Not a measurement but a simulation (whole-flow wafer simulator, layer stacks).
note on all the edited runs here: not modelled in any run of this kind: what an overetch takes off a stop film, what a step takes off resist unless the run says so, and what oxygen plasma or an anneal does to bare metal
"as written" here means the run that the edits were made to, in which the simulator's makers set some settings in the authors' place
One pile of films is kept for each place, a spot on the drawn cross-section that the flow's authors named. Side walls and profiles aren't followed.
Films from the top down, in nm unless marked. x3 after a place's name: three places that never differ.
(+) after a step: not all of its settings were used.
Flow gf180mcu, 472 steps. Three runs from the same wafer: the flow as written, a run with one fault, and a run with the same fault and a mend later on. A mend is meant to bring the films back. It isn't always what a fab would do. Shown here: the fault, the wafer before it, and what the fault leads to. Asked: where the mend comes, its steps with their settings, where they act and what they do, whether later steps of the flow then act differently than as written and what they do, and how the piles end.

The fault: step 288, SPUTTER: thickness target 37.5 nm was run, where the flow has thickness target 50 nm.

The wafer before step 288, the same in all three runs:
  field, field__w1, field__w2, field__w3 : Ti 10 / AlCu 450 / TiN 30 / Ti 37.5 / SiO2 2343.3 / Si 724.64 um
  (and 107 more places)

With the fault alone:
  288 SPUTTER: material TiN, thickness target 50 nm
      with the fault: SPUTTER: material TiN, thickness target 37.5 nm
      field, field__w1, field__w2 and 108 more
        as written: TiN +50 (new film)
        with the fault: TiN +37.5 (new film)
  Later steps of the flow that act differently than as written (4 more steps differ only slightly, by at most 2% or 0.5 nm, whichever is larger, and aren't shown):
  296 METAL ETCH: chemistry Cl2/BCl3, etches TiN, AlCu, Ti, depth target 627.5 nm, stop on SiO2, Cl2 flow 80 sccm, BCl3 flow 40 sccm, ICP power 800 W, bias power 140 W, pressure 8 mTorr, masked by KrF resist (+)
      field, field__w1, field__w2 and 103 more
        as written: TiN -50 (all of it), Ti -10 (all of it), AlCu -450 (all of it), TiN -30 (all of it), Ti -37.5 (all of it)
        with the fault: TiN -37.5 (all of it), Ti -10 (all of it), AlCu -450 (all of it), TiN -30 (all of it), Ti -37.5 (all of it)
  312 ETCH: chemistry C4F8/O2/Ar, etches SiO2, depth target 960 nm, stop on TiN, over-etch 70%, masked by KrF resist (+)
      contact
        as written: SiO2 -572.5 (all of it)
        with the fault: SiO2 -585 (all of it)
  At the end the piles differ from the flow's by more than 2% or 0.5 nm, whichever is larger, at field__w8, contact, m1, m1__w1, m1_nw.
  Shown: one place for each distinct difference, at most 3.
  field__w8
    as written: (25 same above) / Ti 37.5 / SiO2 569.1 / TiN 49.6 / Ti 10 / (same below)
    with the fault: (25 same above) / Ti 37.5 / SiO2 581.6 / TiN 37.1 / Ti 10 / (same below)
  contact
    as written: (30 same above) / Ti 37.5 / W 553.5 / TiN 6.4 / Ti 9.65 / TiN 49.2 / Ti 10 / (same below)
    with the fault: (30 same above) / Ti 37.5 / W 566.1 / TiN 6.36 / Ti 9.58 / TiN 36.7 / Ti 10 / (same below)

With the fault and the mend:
  The mend comes after step 288.
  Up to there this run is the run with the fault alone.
  288a SPUTTER: material TiN, thickness target 12.5 nm (the flow's step 288 once more, with other settings)
      field, field__w1, field__w2 and 108 more
        TiN +12.5
  No later step of the flow acts differently than as written at any place that is followed.
  At the end the piles are the same as the flow's at every place that both follow.
